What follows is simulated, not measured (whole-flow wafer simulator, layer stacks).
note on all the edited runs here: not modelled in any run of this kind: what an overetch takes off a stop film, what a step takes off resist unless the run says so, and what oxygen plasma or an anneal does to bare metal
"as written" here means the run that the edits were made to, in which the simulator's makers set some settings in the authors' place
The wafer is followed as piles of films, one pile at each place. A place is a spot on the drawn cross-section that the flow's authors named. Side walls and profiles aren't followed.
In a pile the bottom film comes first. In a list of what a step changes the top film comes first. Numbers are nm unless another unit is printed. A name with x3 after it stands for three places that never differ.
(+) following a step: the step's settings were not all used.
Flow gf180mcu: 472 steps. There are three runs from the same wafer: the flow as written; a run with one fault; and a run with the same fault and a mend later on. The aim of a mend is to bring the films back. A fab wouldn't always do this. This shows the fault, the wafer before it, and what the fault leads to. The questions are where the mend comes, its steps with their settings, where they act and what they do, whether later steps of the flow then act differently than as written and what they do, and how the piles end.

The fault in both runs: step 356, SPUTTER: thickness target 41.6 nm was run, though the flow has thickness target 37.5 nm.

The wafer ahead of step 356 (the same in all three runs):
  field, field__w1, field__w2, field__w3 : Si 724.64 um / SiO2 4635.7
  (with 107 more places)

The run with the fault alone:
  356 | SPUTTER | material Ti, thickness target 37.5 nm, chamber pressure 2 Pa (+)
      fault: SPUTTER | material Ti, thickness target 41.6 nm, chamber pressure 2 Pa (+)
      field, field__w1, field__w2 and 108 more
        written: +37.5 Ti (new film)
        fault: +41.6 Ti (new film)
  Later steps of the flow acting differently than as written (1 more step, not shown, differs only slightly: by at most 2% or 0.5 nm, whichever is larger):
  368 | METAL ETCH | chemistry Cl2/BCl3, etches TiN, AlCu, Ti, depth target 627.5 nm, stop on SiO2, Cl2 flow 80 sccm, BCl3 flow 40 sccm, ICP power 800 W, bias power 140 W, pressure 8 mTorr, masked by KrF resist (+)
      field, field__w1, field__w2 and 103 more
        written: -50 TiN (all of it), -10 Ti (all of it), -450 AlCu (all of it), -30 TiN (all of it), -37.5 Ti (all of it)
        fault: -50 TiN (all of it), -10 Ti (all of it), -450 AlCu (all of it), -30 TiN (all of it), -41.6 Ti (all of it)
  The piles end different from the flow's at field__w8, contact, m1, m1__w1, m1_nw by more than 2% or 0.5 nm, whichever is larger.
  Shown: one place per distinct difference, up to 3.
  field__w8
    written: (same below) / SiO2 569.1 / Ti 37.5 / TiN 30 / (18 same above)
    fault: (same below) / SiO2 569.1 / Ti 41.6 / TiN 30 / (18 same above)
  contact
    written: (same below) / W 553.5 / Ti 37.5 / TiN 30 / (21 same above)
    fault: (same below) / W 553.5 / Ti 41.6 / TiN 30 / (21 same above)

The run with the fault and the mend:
  The mend stands after step 356.
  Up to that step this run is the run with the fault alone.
  356a | METAL ETCH | chemistry Cl2/BCl3, etches TiN, AlCu, Ti, depth target 4.1 nm, Cl2 flow 80 sccm, BCl3 flow 40 sccm, ICP power 800 W, bias power 140 W, pressure 8 mTorr (the flow's step 260, run once more with other settings)
      field, field__w1, field__w2 and 108 more
        -4.1 Ti
  Later steps of the flow that are run all act as written at every place that is followed.
  By the end, the piles equal the flow's at every place that both follow.
